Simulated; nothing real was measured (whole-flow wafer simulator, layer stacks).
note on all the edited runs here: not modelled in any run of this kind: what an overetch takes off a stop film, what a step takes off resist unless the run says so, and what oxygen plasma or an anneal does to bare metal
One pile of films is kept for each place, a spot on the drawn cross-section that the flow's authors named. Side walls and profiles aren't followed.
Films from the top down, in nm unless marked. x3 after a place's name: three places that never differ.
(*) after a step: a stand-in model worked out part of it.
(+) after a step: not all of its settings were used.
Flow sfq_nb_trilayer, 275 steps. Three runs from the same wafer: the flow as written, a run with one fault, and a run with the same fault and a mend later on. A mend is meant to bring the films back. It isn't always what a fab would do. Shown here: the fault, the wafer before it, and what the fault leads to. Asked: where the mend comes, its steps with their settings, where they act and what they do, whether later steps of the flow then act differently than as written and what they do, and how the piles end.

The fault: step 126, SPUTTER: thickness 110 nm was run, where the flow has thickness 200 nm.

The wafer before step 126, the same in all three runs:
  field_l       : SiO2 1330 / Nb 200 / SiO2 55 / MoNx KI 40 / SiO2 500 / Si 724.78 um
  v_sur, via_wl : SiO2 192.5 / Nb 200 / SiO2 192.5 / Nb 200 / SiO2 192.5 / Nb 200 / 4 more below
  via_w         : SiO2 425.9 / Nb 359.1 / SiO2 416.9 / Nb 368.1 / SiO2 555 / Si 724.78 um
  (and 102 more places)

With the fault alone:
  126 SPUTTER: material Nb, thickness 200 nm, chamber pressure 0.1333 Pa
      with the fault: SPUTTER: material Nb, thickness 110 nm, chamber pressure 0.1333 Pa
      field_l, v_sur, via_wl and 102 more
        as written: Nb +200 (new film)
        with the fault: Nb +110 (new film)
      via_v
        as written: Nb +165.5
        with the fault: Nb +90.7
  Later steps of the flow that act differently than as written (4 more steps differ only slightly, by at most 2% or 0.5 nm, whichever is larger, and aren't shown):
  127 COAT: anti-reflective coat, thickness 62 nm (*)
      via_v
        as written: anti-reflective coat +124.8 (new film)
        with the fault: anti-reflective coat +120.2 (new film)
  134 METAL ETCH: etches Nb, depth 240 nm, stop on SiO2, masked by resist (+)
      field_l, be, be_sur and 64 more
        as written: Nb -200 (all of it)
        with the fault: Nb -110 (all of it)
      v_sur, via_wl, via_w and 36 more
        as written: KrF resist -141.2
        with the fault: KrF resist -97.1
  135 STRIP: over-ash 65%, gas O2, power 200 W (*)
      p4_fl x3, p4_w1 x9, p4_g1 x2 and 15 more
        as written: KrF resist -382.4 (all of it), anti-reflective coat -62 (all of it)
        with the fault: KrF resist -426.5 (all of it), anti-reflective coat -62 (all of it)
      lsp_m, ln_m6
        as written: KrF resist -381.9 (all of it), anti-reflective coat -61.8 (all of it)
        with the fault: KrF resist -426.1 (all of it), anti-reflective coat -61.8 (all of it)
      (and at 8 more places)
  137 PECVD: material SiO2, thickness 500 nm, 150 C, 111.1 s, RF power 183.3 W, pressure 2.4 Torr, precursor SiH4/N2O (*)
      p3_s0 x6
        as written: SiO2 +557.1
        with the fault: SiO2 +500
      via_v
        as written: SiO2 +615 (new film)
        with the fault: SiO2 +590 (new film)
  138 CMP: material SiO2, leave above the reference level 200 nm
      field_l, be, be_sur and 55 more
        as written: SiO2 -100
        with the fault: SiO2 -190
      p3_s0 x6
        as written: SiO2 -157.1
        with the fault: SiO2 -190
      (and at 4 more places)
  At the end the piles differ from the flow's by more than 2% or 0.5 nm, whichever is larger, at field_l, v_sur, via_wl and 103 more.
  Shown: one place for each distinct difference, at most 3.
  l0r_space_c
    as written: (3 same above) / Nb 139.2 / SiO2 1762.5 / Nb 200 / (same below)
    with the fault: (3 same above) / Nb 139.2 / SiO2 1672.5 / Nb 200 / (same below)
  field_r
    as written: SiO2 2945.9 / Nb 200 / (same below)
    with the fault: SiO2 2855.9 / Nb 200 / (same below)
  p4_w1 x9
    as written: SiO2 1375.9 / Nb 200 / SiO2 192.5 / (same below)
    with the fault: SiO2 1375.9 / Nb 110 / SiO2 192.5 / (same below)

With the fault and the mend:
  The mend comes after step 126.
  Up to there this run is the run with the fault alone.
  126a SPUTTER: material Nb, thickness 90 nm, chamber pressure 0.1333 Pa (the flow's step 126 once more, with other settings)
      field_l, v_sur, via_wl and 102 more
        Nb +90
      via_v
        Nb +73
  No later step of the flow acts differently than as written, at any place that is followed, by more than 2% or 0.5 nm, whichever is larger.
  At the end the piles differ from the flow's only slightly at the places that both follow, by at most 2% or 0.5 nm, whichever is larger.
